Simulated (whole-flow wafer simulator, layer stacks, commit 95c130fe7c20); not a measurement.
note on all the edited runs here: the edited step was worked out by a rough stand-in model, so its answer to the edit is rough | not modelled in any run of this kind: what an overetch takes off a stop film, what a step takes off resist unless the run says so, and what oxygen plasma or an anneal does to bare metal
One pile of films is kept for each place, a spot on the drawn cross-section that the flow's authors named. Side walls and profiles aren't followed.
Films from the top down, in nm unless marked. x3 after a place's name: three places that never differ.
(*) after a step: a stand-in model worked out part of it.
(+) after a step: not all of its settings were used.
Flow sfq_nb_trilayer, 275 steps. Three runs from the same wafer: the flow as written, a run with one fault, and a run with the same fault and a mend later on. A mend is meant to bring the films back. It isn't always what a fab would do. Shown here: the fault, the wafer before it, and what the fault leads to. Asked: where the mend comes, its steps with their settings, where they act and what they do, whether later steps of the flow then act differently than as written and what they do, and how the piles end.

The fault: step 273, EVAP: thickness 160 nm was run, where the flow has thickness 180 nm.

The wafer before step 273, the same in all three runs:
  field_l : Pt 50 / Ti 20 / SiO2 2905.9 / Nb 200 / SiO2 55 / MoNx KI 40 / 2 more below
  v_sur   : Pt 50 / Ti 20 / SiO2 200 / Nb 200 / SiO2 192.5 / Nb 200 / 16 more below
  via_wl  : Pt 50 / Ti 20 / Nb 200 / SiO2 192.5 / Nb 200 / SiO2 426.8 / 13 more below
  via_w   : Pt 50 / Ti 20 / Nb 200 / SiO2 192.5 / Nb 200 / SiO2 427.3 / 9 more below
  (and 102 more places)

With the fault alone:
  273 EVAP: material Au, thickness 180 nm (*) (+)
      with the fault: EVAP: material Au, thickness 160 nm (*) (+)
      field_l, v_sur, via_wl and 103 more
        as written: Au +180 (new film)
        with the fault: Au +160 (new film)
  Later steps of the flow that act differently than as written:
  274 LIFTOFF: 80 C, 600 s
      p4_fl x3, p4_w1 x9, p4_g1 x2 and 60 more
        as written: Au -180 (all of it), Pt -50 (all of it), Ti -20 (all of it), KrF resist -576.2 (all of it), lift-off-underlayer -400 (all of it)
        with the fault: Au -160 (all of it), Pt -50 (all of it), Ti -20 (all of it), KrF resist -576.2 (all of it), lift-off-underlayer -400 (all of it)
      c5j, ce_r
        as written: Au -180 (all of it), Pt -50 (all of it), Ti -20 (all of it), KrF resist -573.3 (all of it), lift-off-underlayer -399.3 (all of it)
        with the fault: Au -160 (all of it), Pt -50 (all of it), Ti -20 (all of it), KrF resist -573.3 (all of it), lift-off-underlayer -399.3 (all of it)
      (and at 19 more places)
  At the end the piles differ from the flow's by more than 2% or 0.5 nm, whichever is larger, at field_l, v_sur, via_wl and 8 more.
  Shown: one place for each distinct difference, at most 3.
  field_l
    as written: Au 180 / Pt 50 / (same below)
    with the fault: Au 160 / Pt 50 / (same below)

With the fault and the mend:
  The mend comes after step 273.
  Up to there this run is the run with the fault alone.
  273a EVAP: material Au, thickness 20 nm (*) (+) (the flow's step 273 once more, with other settings)
      field_l, v_sur, via_wl and 103 more
        Au +20
  No later step of the flow acts differently than as written at any place that is followed.
  At the end the piles are the same as the flow's at every place that both follow.
